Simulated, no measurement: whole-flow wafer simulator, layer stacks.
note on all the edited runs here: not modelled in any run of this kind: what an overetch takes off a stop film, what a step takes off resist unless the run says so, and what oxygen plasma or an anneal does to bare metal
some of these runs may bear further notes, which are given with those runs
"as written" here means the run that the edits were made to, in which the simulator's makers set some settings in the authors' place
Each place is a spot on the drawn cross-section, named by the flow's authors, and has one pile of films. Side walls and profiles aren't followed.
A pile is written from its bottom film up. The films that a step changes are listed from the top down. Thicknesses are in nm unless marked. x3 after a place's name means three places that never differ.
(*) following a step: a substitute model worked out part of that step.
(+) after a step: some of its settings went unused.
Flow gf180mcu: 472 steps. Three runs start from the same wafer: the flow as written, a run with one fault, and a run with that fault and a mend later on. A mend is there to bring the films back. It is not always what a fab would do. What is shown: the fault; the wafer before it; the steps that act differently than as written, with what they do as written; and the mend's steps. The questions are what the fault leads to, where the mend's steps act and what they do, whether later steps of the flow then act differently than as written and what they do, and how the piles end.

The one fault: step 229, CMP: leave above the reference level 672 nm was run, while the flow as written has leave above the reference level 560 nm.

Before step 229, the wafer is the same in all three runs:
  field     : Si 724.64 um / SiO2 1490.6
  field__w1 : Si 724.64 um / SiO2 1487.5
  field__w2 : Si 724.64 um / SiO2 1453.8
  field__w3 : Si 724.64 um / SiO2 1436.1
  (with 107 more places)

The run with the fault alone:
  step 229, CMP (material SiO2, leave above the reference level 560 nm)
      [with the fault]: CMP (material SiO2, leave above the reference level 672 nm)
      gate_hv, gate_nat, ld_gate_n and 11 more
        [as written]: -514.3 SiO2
        [with the fault]: -402.3 SiO2
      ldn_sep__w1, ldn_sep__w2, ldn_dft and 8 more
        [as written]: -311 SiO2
        [with the fault]: -199 SiO2
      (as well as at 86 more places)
  Steps later in the flow that act otherwise than as written (1 other step is not shown; it differs only slightly, by no more than 2% or 0.5 nm, whichever is larger):
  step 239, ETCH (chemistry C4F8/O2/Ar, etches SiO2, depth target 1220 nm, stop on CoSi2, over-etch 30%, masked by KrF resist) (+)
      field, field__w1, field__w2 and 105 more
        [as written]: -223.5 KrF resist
        [with the fault]: -244 KrF resist
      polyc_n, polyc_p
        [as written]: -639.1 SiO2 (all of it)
        [with the fault]: -751.1 SiO2 (all of it)
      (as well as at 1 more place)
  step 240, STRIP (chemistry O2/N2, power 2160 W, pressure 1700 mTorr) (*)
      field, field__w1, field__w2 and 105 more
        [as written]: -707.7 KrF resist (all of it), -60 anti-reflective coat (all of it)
        [with the fault]: -687.2 KrF resist (all of it), -60 anti-reflective coat (all of it)
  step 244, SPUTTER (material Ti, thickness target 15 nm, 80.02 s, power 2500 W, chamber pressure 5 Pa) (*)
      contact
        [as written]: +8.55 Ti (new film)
        [with the fault]: +8.01 Ti (new film)
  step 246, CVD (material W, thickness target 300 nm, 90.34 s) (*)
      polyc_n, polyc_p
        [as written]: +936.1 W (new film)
        [with the fault]: +1048.1 W (new film)
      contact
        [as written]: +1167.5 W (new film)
        [with the fault]: +1280.4 W (new film)
  By the end, the piles at field__w8, contact, m1 and 6 more depart from the flow's by more than 2% or 0.5 nm, whichever is larger.
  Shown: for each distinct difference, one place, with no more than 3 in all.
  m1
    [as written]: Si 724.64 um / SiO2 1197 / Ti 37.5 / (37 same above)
    [with the fault]: Si 724.64 um / SiO2 1309 / Ti 37.5 / (37 same above)
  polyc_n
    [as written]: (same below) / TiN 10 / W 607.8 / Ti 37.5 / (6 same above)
    [with the fault]: (same below) / TiN 10 / W 719.8 / Ti 37.5 / (6 same above)
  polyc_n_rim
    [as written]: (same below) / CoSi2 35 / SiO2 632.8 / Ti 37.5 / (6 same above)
    [with the fault]: (same below) / CoSi2 35 / SiO2 744.8 / Ti 37.5 / (6 same above)

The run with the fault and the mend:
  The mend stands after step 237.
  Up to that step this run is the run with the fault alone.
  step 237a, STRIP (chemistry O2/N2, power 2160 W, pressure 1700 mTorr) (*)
      field, field__w1, field__w2 and 105 more
        -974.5 KrF resist (all of it), -60 anti-reflective coat (all of it)
      contact, polyc_n, polyc_p
        -60 anti-reflective coat (all of it)
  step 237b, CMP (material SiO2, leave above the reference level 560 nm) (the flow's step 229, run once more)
      field, field__w1, field__w2 and 108 more
        -112 SiO2
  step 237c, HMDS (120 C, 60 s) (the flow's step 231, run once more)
      leaves every film unchanged at each place that is followed
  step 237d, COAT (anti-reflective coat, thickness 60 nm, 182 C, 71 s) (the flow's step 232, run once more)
      field, field__w1, field__w2 and 108 more
        +60 anti-reflective coat (new film)
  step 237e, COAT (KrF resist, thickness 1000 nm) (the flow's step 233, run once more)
      field, field__w1, field__w2 and 108 more
        +1000 KrF resist (new film)
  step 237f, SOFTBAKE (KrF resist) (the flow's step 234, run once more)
      leaves every film unchanged at each place that is followed
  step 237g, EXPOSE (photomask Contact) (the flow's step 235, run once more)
      leaves every film unchanged at each place that is followed
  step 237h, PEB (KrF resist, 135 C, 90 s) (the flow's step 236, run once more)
      field, field__w1, field__w2 and 108 more
        -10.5 KrF resist
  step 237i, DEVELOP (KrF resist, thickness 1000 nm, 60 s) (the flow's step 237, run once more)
      field, field__w1, field__w2 and 105 more
        -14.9 KrF resist
      contact, polyc_n, polyc_p
        -989.5 KrF resist (all of it)
  Every later step of the flow that is run acts as written at every place that is followed.
  At every place that both follow, the piles at the end match the flow's.
